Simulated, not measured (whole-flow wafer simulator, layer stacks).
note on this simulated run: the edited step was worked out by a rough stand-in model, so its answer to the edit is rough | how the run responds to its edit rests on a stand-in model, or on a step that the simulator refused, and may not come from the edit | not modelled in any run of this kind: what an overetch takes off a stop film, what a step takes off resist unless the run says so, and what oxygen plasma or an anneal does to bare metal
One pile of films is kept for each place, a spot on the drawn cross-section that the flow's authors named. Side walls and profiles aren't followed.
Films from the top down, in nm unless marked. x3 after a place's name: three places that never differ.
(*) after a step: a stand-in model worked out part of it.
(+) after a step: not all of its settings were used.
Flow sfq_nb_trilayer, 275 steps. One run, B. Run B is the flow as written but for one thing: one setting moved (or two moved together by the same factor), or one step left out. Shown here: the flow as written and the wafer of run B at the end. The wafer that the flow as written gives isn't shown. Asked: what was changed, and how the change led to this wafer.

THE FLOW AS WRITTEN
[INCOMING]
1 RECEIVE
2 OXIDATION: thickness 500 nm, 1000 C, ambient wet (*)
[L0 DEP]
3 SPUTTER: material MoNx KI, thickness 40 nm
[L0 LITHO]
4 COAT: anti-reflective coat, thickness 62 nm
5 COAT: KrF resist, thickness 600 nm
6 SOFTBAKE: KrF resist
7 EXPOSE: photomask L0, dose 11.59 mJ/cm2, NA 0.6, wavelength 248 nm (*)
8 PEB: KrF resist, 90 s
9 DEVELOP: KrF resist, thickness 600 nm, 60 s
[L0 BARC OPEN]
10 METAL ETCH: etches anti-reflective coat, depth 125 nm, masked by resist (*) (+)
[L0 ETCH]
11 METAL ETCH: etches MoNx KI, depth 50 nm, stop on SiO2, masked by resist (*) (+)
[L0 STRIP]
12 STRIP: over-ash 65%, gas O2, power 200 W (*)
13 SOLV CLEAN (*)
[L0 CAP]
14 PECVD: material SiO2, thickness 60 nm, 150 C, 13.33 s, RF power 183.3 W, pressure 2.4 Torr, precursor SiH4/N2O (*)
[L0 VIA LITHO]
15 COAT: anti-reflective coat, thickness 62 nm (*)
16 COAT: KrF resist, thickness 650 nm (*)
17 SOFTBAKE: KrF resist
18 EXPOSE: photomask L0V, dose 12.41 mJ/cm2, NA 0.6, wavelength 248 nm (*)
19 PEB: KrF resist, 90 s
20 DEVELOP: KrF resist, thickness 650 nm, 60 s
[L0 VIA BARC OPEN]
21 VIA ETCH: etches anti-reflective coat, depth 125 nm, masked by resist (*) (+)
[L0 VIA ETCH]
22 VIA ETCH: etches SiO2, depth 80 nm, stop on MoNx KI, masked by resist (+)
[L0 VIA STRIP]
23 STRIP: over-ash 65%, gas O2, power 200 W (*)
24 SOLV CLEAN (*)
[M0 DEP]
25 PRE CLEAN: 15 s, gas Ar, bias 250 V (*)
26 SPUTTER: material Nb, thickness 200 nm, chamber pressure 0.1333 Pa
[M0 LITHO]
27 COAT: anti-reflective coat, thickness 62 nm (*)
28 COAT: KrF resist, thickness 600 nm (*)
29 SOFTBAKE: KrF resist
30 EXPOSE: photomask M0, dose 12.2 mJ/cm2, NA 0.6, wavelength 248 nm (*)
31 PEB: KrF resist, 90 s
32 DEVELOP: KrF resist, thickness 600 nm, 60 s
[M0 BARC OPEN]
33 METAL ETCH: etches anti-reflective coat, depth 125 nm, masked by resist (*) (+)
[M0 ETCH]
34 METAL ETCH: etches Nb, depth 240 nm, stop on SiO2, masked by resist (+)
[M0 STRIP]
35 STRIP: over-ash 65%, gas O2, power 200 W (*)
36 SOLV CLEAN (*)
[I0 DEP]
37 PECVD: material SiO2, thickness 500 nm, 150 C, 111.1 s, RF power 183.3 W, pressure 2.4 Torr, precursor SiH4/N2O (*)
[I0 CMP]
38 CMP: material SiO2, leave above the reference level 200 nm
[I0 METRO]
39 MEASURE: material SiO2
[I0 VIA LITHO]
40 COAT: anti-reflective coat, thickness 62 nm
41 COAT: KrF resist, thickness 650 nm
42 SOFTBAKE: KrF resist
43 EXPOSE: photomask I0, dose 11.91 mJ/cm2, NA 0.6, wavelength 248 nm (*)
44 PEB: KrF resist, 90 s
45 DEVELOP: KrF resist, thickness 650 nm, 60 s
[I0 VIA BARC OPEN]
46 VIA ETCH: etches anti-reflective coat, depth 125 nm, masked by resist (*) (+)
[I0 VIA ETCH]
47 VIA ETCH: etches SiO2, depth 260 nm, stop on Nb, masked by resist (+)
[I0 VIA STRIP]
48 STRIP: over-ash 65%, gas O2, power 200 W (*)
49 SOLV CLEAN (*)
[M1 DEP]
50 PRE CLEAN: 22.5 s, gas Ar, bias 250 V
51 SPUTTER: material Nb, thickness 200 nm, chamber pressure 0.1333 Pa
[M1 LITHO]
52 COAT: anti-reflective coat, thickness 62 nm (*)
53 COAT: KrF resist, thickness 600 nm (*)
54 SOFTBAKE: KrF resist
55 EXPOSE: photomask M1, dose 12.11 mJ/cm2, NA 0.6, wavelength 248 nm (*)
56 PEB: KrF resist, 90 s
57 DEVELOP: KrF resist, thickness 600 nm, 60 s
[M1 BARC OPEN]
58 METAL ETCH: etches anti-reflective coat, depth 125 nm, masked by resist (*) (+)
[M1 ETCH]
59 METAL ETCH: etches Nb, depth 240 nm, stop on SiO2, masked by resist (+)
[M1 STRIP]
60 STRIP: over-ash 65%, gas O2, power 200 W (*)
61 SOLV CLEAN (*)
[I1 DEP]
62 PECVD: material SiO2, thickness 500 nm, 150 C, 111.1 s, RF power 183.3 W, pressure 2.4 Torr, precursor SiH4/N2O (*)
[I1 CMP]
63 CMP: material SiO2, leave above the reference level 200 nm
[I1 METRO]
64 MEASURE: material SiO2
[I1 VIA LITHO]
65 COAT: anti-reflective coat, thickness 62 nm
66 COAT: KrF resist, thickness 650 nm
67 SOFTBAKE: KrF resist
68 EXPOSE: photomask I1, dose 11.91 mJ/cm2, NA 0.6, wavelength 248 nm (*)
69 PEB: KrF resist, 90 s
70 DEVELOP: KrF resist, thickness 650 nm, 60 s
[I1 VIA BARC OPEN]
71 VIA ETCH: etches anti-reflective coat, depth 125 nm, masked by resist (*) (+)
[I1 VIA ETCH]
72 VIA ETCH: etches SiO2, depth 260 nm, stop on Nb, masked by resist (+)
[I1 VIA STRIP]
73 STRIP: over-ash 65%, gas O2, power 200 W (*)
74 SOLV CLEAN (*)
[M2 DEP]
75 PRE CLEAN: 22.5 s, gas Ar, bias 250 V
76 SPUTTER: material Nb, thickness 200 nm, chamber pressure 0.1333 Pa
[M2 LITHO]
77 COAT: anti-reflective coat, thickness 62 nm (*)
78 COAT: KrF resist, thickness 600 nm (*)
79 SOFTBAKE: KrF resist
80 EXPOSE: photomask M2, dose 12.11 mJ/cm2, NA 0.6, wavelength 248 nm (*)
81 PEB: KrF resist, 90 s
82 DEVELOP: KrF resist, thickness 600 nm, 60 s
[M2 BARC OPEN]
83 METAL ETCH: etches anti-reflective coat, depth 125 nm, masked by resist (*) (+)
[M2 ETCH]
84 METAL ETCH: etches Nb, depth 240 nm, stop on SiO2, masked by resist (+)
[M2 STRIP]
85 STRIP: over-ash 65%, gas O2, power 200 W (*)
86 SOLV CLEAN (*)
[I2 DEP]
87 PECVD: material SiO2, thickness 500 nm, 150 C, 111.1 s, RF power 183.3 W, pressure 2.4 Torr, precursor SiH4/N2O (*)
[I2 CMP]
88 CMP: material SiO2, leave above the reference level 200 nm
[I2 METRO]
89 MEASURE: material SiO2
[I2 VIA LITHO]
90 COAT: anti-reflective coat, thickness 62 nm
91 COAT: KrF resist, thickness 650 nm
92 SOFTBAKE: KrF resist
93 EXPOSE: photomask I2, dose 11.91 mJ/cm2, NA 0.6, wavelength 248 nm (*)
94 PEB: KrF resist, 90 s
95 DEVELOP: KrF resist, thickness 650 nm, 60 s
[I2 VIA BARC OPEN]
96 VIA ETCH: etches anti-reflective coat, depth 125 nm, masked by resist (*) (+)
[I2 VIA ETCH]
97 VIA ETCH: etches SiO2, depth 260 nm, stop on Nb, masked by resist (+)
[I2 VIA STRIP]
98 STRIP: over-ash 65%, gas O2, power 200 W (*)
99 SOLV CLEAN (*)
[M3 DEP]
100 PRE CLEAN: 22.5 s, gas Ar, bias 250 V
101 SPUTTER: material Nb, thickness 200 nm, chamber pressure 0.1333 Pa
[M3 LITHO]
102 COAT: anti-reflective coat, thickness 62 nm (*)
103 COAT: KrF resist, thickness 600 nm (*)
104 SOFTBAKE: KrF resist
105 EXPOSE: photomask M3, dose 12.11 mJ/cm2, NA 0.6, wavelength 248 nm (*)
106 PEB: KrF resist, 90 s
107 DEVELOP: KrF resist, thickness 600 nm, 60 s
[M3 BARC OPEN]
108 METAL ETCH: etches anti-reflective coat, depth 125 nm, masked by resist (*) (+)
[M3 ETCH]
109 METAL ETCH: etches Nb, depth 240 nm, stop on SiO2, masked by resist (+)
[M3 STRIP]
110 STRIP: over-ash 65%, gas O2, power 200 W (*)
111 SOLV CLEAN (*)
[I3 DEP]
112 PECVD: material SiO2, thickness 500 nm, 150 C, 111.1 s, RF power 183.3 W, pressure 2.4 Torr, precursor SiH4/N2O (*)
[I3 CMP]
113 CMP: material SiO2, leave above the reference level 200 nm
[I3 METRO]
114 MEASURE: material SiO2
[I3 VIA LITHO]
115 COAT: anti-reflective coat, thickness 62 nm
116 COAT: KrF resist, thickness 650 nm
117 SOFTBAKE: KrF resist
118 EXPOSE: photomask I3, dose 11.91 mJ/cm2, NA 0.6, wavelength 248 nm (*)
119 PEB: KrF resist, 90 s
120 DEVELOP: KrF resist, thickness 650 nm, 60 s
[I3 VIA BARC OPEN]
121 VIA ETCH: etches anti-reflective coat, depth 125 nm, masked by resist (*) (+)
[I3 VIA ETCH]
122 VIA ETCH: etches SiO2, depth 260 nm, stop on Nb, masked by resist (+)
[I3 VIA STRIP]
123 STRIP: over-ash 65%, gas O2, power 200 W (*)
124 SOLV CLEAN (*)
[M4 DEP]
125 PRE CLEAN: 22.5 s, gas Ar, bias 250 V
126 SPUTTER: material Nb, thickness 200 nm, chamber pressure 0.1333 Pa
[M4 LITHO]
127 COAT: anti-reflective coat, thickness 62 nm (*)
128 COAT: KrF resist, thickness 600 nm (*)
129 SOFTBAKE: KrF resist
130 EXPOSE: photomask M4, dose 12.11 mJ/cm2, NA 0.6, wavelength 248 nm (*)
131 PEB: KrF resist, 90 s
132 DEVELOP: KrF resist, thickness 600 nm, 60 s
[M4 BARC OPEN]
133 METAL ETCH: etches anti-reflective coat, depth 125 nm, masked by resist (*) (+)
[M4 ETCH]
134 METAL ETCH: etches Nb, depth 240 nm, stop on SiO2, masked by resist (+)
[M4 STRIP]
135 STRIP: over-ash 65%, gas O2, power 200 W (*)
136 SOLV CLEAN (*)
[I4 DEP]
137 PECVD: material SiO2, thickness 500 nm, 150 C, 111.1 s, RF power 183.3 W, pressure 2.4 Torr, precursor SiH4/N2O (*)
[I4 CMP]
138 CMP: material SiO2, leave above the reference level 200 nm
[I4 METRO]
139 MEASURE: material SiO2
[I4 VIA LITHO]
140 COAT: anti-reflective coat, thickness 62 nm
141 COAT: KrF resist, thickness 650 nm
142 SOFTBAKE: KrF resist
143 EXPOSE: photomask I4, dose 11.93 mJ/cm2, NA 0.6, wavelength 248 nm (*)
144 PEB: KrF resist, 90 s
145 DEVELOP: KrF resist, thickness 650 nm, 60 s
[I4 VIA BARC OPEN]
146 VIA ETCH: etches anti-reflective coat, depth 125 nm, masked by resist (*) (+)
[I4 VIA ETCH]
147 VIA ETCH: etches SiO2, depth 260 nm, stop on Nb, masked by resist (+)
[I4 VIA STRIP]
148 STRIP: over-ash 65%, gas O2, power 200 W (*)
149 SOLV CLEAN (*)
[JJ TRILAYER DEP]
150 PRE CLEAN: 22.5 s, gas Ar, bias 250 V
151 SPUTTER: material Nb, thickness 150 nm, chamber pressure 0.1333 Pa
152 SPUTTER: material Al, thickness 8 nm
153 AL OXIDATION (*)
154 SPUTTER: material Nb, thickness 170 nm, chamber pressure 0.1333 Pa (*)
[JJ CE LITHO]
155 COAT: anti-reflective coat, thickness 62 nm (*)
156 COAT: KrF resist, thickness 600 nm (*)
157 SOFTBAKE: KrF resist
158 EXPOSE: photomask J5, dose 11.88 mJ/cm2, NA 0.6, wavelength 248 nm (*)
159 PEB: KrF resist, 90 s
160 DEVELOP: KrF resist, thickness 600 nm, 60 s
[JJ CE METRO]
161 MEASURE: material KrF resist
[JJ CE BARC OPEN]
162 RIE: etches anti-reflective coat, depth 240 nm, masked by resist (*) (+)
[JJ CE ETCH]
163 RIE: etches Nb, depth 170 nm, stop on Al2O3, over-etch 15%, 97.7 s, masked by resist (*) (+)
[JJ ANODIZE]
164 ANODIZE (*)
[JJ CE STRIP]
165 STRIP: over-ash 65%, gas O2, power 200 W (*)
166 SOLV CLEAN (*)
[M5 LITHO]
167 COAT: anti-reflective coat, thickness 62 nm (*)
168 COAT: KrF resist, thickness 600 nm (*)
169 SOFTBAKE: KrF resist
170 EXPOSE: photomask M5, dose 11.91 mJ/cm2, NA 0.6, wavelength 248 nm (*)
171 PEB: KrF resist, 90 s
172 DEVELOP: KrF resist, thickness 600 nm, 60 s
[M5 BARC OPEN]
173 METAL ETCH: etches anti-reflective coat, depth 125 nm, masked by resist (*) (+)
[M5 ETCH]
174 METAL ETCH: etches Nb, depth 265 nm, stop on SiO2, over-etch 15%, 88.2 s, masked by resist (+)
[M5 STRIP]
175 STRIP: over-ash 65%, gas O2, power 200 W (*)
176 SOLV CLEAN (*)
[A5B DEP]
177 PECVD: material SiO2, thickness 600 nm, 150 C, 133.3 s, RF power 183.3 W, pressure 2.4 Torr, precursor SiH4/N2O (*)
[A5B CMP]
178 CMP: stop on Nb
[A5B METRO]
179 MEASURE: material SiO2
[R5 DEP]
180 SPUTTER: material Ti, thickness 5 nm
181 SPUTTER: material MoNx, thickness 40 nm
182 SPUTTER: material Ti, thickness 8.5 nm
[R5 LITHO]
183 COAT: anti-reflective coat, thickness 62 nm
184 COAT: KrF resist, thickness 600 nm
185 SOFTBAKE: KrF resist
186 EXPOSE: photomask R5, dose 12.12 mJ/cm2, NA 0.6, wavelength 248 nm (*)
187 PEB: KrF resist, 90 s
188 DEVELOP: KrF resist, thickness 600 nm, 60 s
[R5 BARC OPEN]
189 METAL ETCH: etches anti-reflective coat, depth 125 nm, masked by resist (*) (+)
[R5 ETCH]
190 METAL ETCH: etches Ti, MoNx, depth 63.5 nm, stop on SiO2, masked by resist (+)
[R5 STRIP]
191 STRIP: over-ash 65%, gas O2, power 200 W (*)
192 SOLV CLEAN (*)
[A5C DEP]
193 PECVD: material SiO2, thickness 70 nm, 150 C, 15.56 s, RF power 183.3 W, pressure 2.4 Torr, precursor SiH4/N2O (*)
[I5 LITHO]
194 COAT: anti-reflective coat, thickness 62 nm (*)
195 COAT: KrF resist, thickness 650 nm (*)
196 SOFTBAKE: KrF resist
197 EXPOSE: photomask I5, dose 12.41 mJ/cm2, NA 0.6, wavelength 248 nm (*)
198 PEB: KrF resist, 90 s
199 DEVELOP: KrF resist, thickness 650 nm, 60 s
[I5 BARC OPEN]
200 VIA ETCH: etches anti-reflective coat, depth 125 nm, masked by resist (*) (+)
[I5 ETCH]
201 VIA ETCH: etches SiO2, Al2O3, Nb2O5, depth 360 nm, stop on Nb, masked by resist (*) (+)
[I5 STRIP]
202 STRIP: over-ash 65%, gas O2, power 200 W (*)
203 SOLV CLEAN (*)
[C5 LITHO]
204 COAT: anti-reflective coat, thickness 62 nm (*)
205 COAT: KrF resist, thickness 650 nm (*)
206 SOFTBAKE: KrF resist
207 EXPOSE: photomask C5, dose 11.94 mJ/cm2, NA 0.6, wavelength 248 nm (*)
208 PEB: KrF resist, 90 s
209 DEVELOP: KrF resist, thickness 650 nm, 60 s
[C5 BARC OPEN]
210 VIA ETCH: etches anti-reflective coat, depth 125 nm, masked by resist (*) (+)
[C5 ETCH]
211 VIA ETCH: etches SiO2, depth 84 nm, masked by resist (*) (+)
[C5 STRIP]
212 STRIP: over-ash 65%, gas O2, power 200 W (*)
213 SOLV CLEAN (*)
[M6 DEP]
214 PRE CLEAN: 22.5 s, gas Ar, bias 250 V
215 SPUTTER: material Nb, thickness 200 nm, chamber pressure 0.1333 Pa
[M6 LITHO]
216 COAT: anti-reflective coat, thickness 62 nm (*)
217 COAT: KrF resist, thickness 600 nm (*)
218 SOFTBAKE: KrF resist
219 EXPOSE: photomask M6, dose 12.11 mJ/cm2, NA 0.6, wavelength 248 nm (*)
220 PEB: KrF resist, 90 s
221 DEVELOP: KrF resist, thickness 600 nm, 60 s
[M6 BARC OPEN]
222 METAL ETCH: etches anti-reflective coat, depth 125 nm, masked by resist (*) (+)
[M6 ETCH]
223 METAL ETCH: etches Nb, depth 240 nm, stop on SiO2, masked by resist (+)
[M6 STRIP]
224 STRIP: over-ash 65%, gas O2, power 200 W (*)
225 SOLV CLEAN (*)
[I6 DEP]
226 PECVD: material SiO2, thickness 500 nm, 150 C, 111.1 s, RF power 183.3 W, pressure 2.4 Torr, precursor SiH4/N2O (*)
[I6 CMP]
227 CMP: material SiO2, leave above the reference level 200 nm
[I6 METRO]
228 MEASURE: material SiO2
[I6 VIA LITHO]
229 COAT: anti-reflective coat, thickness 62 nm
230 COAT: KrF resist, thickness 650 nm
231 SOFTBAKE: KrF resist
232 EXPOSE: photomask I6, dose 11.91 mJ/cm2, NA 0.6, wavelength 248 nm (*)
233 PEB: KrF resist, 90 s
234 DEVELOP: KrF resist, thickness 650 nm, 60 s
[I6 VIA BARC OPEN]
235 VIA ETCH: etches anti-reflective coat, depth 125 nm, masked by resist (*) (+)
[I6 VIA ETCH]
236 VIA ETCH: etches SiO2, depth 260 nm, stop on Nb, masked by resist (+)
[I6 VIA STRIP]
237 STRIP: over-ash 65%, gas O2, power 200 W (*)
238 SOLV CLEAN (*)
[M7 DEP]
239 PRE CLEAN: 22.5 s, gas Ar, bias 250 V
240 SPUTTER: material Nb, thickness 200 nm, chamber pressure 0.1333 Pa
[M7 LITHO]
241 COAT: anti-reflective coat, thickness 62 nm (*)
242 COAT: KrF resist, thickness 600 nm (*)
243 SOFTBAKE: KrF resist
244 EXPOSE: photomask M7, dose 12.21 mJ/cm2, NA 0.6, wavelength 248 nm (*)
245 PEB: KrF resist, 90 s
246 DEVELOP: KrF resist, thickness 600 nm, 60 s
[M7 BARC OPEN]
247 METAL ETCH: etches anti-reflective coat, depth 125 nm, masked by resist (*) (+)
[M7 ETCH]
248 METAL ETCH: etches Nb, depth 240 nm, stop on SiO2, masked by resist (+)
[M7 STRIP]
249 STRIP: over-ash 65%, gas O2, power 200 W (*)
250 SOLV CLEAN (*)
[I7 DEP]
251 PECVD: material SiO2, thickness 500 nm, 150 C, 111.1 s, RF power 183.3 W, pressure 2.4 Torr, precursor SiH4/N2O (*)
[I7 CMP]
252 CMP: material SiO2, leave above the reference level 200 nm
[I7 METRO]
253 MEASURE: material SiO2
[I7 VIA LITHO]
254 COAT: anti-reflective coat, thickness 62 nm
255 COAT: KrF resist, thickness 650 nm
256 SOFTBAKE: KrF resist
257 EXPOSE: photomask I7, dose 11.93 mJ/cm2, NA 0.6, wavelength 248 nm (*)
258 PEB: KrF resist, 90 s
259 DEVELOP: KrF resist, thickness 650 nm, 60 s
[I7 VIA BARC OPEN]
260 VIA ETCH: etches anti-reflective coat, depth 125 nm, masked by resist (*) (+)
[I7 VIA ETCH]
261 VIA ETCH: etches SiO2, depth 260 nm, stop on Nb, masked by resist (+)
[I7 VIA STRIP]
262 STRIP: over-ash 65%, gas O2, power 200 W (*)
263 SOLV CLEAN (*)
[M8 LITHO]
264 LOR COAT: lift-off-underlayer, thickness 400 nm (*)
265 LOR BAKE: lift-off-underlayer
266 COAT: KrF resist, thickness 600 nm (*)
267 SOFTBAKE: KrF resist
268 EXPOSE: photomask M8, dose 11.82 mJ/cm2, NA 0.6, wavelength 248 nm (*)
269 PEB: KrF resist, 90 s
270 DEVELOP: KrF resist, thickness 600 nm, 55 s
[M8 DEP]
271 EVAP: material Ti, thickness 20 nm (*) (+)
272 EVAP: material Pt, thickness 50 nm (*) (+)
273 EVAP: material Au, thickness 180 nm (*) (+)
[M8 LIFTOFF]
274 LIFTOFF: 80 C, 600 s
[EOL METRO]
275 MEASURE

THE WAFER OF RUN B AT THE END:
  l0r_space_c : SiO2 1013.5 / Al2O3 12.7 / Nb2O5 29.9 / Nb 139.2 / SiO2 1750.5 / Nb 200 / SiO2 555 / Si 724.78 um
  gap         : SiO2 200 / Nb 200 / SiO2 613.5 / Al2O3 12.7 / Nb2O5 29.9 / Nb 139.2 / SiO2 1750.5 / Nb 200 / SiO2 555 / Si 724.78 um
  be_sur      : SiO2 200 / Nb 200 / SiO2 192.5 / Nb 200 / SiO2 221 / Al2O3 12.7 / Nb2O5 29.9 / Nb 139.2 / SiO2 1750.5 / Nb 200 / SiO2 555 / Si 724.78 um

The cause: step 137, PECVD: thickness 388 nm was run, where the flow has thickness 500 nm; step 137, PECVD: 86.11 s was run, where the flow has 111.1 s.

How the change led to this, step by step:
  137 PECVD: material SiO2, thickness 500 nm, 150 C, 111.1 s, RF power 183.3 W, pressure 2.4 Torr, precursor SiH4/N2O (*)
      field_l, be, be_sur and 55 more: SiO2 +388 (as written it would be: SiO2 +500)
      v_sur, via_wl, via_w and 35 more: SiO2 +388 (new film) (as written it would be: SiO2 +500 (new film))
      (and at 10 more places)
  138 CMP: material SiO2, leave above the reference level 200 nm
      field_l, be, be_sur and 55 more: nothing (as written it would be: SiO2 -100)
      p3_s0, p3_s1, p3_s2, p3_s3, p3_s4, p3_s5: nothing (as written it would be: SiO2 -157.1)
      (and at 42 more places)
  140 COAT: anti-reflective coat, thickness 62 nm
      p3_s0, p3_s1, p3_s2, p3_s3, p3_s4, p3_s5, m8r_pad_l, m8r_pad_r: anti-reflective coat +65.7 (new film) (as written it would be: anti-reflective coat +62 (new film))
      m0r_space_l, m0r_space_r, m6r_space_l, m6r_space_r, m7r_space_l, m7r_space_r: anti-reflective coat +63.7 (new film) (as written it would be: anti-reflective coat +62 (new film))
      (and at 27 more places)
  148 STRIP: over-ash 65%, gas O2, power 200 W (*)
      m0r_space_l, m0r_space_r, m6r_space_l, m6r_space_r, m7r_space_l, m7r_space_r: KrF resist -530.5 (all of it), anti-reflective coat -63.7 (all of it) (as written it would be: KrF resist -528.6 (all of it), anti-reflective coat -62 (all of it))
      p3_l1, p3_l2, p3_l3: KrF resist -526.3 (all of it), anti-reflective coat -59 (all of it) (as written it would be: KrF resist -528.6 (all of it), anti-reflective coat -62 (all of it))
      (and at 32 more places)
  155 COAT: anti-reflective coat, thickness 62 nm (*)
      p3_fr, m0r_space_l, m0r_space_r, m6r_space_l, m6r_space_r, m7r_space_l, m7r_space_r: anti-reflective coat +63.5 (new film) (as written it would be: anti-reflective coat +62 (new film))
      p3_s0, p3_s1, p3_s2, p3_s3, p3_s4, p3_s5: anti-reflective coat +65.1 (new film) (as written it would be: anti-reflective coat +62 (new film))
      (and at 30 more places)
  162 RIE: etches anti-reflective coat, depth 240 nm, masked by resist (*) (+)
      p3_fr, m0r_space_l, m0r_space_r, m6r_space_l, m6r_space_r, m7r_space_l, m7r_space_r: anti-reflective coat -63.5 (all of it) (as written it would be: anti-reflective coat -62 (all of it))
      p3_s0, p3_s1, p3_s2, p3_s3, p3_s4, p3_s5: anti-reflective coat -65.1 (all of it) (as written it would be: anti-reflective coat -62 (all of it))
      (and at 30 more places)
  167 COAT: anti-reflective coat, thickness 62 nm (*)
      p3_fr, m0r_space_l, m0r_space_r, m6r_space_l, m6r_space_r, m7r_space_l, m7r_space_r: anti-reflective coat +63.4 (new film) (as written it would be: anti-reflective coat +62 (new film))
      p3_s0, p3_s1, p3_s2, p3_s3, p3_s4, p3_s5: anti-reflective coat +64.8 (new film) (as written it would be: anti-reflective coat +62 (new film))
      (and at 28 more places)
  173 METAL ETCH: etches anti-reflective coat, depth 125 nm, masked by resist (*) (+)
      p3_s0, p3_s1, p3_s2, p3_s3, p3_s4, p3_s5: anti-reflective coat -64.8 (all of it), Al2O3 -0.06 (as written it would be: anti-reflective coat -62 (all of it), Al2O3 -0.06)
      p3_l1, p3_l2, p3_l3, p3_l4, p3_l5, p3_l6: anti-reflective coat -58 (all of it), Al2O3 -0.07 (as written it would be: anti-reflective coat -62 (all of it), Al2O3 -0.06)
      (and at 12 more places)
  175 STRIP: over-ash 65%, gas O2, power 200 W (*)
      m0r_space_l, m0r_space_r, m6r_space_l, m6r_space_r, m7r_space_l, m7r_space_r: KrF resist -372 (all of it), anti-reflective coat -63.4 (all of it) (as written it would be: KrF resist -371.2 (all of it), anti-reflective coat -62 (all of it))
      m5r_linepad_l, m5r_linepad_r: KrF resist -369.1 (all of it), anti-reflective coat -66.2 (all of it) (as written it would be: KrF resist -371.2 (all of it), anti-reflective coat -62 (all of it))
      (and at 9 more places)
  178 CMP: stop on Nb
      ce_l, c5j, ce_r: SiO2 -588 (as written it would be: SiO2 -600 (all of it))
      be, be_sur, gap and 34 more: SiO2 -441.5 (as written it would be: SiO2 -453.5)
      (and at 27 more places)
  190 METAL ETCH: etches Ti, MoNx, depth 63.5 nm, stop on SiO2, masked by resist (+)
      ce_l, c5j, ce_r: Ti -8.5 (all of it), MoNx -40 (all of it), Ti -5 (all of it) (as written it would be: Ti -8.5 (all of it), MoNx -40 (all of it), Ti -5 (all of it), Nb -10)
  193 PECVD: material SiO2, thickness 70 nm, 150 C, 15.56 s, RF power 183.3 W, pressure 2.4 Torr, precursor SiH4/N2O (*)
      ce_l, c5j, ce_r: SiO2 +70 (as written it would be: SiO2 +70 (new film))
  194 COAT: anti-reflective coat, thickness 62 nm (*)
      jj_sur: anti-reflective coat +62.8 (new film) (as written it would be: anti-reflective coat +60.8 (new film))
      ce_l: anti-reflective coat +62.7 (new film) (as written it would be: anti-reflective coat +67.2 (new film))
      (and at 3 more places)
  201 VIA ETCH: etches SiO2, Al2O3, Nb2O5, depth 360 nm, stop on Nb, masked by resist (*) (+)
      be: SiO2 -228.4 (all of it), Al2O3 -12.7 (all of it), Nb2O5 -29.9 (all of it) (as written it would be: SiO2 -216.4 (all of it), Al2O3 -12.7 (all of it), Nb2O5 -29.9 (all of it))
  202 STRIP: over-ash 65%, gas O2, power 200 W (*)
      jj_sur: KrF resist -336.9 (all of it), anti-reflective coat -62.8 (all of it) (as written it would be: KrF resist -337.2 (all of it), anti-reflective coat -60.8 (all of it))
      ce_l: KrF resist -337.9 (all of it), anti-reflective coat -62.7 (all of it) (as written it would be: KrF resist -341.5 (all of it), anti-reflective coat -67.2 (all of it))
      (and at 3 more places)
  204 COAT: anti-reflective coat, thickness 62 nm (*)
      wire: anti-reflective coat +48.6 (new film) (as written it would be: anti-reflective coat +47.4 (new film))
      be: anti-reflective coat +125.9 (new film) (as written it would be: anti-reflective coat +122.2 (new film))
      (and at 5 more places)
  ... 7 more steps ...
  227 CMP: material SiO2, leave above the reference level 200 nm
      ce_l, ce_r: SiO2 -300 (as written it would be: SiO2 -290)
      c5j: SiO2 -233 (as written it would be: SiO2 -223)
